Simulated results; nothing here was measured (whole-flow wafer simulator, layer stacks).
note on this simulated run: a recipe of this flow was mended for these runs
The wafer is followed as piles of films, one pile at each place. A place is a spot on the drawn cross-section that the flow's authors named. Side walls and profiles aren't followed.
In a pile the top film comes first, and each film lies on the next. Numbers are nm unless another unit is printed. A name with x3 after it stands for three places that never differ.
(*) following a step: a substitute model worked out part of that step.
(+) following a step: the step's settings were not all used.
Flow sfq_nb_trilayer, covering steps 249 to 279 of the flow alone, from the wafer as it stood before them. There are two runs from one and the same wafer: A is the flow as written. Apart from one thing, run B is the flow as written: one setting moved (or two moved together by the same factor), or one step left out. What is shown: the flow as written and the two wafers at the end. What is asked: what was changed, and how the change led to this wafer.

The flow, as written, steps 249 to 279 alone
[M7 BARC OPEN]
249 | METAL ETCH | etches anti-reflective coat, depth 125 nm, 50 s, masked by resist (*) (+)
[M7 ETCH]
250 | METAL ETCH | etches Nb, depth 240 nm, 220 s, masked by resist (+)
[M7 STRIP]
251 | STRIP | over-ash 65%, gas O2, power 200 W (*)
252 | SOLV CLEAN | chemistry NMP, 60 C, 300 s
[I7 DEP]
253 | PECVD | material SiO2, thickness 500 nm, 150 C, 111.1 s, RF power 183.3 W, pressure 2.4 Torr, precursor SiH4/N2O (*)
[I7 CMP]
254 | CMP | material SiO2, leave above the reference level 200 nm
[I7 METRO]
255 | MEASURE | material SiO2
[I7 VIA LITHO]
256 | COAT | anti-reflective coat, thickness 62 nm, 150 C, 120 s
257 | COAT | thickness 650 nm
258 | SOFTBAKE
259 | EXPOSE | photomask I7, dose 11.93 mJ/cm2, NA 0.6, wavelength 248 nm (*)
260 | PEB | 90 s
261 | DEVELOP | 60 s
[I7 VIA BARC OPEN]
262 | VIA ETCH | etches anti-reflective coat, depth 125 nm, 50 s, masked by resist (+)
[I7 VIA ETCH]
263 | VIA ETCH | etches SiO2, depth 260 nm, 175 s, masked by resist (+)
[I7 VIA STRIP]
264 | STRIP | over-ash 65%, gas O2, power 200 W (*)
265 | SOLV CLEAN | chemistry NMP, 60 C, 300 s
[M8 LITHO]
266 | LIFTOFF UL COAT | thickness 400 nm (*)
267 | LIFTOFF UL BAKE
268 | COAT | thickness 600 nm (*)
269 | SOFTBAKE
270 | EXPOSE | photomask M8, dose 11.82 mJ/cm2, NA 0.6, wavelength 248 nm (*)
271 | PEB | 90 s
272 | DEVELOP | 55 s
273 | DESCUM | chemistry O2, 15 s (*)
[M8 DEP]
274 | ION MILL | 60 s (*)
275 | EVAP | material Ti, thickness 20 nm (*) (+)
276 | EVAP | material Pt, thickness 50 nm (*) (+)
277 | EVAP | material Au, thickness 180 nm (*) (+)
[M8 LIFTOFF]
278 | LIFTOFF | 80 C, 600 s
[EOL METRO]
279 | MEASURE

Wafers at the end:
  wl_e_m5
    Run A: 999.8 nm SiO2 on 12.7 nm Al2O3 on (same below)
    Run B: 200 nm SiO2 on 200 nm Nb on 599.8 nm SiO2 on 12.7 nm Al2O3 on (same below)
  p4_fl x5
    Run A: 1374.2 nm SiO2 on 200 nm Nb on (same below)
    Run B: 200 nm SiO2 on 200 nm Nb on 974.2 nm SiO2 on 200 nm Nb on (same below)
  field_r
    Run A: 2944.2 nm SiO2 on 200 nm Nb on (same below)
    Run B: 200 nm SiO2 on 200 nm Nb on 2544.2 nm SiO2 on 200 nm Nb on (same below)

Cause: step 250, METAL ETCH: etches Nb, depth 240 nm, 220 s, masked by resist (+), was not run.

Step by step, how the change led to this:
  251 | STRIP | over-ash 65%, gas O2, power 200 W (*)
      wl_j_sl x2, wl_jj, wl_a_sl x3 and 11 more: A -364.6 KrF-resist-other-grade (all of it), -62 anti-reflective coat (all of it) | B -505.8 KrF-resist-other-grade (all of it), -62 anti-reflective coat (all of it)
      ln_m5, lsp_m, ln_m6, lsp_r: A -364 KrF-resist-other-grade (all of it), -62.3 anti-reflective coat (all of it) | B -505.2 KrF-resist-other-grade (all of it), -62.3 anti-reflective coat (all of it)
      (also at 20 further places)
  253 | PECVD | material SiO2, thickness 500 nm, 150 C, 111.1 s, RF power 183.3 W, pressure 2.4 Torr, precursor SiH4/N2O (*)
      field_l, p4_fl x5, p4_w1 x9 and 44 more: A +500 SiO2 | B +500 SiO2 (new film)
      field_r, lsp_l: A +477.2 SiO2 | B +500 SiO2 (new film)
      (also at 4 further places)
  254 | CMP | material SiO2, leave above the reference level 200 nm
      field_l, p4_fl x5, p4_w1 x9 and 44 more: A -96 SiO2 | B -300 SiO2
      field_r, lsp_l: A -73.2 SiO2 | B -300 SiO2
      (also at 4 further places)
Taking metal films that touch as one body, wl_e_m5 has 7 bodies (between them, from the top down: SiO2 599.8 / Al2O3 12.7 / Nb2O5 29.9; SiO2 192.5; SiO2 192.5; SiO2 192.5; SiO2 192.5; SiO2 192.5); the flow as written gives 6 bodies (between them, from the top down: SiO2 192.5; SiO2 192.5; SiO2 192.5; SiO2 192.5; SiO2 192.5).
Taking metal films that touch as one body, p4_fl x5 has 3 bodies (between them, from the top down: SiO2 974.2; SiO2 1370); the flow as written gives 2 bodies (between them, from the top down: SiO2 1370).
Taking metal films that touch as one body, field_r has 2 bodies (between them, from the top down: SiO2 2544.2); the flow as written gives 1 body.
